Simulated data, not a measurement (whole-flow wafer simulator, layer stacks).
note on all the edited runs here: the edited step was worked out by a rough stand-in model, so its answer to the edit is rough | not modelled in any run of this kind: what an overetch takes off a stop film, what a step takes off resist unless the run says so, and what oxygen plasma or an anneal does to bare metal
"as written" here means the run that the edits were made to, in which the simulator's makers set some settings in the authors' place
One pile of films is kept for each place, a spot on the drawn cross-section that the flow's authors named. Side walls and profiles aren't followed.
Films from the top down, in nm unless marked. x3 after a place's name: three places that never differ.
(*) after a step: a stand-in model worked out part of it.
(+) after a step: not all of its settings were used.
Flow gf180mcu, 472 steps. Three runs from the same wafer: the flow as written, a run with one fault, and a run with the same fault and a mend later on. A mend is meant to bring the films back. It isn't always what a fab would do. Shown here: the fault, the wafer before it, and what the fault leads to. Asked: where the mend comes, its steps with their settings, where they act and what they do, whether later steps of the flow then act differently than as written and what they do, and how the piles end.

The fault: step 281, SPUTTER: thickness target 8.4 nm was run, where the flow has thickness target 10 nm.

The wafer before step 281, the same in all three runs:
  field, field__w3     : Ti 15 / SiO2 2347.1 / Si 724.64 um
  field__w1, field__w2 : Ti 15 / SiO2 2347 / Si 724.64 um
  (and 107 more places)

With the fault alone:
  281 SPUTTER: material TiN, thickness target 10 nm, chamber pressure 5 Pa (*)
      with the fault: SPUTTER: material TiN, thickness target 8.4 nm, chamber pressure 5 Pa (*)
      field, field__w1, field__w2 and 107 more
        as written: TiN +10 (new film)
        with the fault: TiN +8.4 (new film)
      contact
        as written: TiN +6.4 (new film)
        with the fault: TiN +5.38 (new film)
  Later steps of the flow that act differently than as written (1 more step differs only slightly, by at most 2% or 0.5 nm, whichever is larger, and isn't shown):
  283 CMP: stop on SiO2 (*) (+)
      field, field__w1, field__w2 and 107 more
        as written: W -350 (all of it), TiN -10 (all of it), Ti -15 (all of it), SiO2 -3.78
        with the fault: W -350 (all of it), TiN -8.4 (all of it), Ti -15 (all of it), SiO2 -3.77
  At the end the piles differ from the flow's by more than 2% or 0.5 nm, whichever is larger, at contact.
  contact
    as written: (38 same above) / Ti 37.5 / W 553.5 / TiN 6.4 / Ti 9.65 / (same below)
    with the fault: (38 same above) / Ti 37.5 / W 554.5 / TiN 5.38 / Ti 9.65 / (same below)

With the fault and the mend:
  The mend comes after step 281.
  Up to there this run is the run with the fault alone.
  281a SPUTTER: material TiN, thickness target 1.6 nm, chamber pressure 5 Pa (*) (the flow's step 281 once more, with other settings)
      field, field__w1, field__w2 and 107 more
        TiN +1.6
      contact
        TiN +1.02
  No later step of the flow acts differently than as written at any place that is followed.
  At the end the piles are the same as the flow's at every place that both follow.
